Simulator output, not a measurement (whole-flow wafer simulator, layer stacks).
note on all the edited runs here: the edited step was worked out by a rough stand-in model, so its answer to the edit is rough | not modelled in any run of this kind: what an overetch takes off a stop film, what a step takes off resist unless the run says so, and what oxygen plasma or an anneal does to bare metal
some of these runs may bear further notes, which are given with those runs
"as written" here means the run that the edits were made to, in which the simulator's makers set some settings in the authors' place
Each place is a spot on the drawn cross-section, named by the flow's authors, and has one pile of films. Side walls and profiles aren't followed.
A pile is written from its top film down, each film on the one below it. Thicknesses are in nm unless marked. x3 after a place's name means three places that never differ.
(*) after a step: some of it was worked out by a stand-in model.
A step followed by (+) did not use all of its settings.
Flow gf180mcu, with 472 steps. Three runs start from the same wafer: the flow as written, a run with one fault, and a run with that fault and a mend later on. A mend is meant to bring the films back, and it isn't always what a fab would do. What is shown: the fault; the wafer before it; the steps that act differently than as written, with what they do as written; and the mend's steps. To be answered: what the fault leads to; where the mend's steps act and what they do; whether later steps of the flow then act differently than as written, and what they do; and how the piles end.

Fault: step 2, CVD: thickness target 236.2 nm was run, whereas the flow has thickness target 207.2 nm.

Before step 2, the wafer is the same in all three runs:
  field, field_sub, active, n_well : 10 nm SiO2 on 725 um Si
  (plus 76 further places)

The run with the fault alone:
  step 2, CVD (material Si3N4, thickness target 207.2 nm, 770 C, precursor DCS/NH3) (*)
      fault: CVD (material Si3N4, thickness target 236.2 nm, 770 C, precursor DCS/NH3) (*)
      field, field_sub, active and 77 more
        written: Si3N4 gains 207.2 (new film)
        fault: Si3N4 gains 236.2 (new film)
  Later steps of the flow acting differently than as written (88 other steps are not shown; they differ only slightly, by no more than 2% or 0.5 nm, whichever is larger):
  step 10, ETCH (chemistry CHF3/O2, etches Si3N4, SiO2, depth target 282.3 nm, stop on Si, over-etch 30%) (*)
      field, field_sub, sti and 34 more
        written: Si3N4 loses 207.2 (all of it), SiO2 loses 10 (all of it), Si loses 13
        fault: Si3N4 loses 236.2 (all of it), SiO2 loses 10 (all of it), Si loses 7.23
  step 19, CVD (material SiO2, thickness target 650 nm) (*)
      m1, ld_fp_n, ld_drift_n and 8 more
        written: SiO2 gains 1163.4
        fault: SiO2 gains 1192.4
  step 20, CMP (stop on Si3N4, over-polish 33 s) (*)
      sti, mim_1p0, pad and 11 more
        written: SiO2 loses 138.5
        fault: SiO2 loses 109.5
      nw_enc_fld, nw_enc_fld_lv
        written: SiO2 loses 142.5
        fault: SiO2 loses 113.5
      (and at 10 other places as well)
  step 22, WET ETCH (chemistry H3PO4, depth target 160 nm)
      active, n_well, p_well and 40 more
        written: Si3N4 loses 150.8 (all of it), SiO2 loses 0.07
        fault: Si3N4 loses 160.1
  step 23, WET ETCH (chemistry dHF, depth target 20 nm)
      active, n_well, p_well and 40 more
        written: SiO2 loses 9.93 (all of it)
        fault: Si3N4 loses 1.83
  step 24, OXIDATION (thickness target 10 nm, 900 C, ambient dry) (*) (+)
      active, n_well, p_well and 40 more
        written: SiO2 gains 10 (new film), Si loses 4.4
        fault: nothing
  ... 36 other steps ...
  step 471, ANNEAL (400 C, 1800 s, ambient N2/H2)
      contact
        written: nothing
        fault: under 49 films: void gains 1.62 (new film), Ti loses 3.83, TiSi first gains 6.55 (new film), Si loses 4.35
  By the end, the piles at field__w8, active, n_well and 56 more depart from the flow's by more than 2% or 0.5 nm, whichever is larger.
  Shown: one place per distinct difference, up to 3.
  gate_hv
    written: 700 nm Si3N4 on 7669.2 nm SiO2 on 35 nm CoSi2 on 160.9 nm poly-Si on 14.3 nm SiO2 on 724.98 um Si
    fault: 700 nm Si3N4 on 7682.3 nm SiO2 on 35 nm CoSi2 on 160.9 nm poly-Si on 14.9 nm Si3N4 on 10 nm SiO2 on 725 um Si
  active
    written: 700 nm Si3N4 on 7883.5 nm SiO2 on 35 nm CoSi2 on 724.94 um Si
    fault: 700 nm Si3N4 on 7883.4 nm SiO2 on 9.59 nm Si3N4 on 10 nm SiO2 on 725 um Si
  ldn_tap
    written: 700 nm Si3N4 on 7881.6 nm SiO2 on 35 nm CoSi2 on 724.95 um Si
    fault: 700 nm Si3N4 on 7881.9 nm SiO2 on 11.1 nm Si3N4 on 10 nm SiO2 on 725 um Si

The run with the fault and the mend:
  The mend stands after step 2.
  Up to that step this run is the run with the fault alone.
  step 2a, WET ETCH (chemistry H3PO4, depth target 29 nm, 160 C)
      field, field_sub, active and 77 more
        Si3N4 loses 29
  Every later step of the flow that is run acts as written, at every place that is followed, to within 2% or 0.5 nm, whichever is larger.
  At every place that both follow, the piles at the end match the flow's.
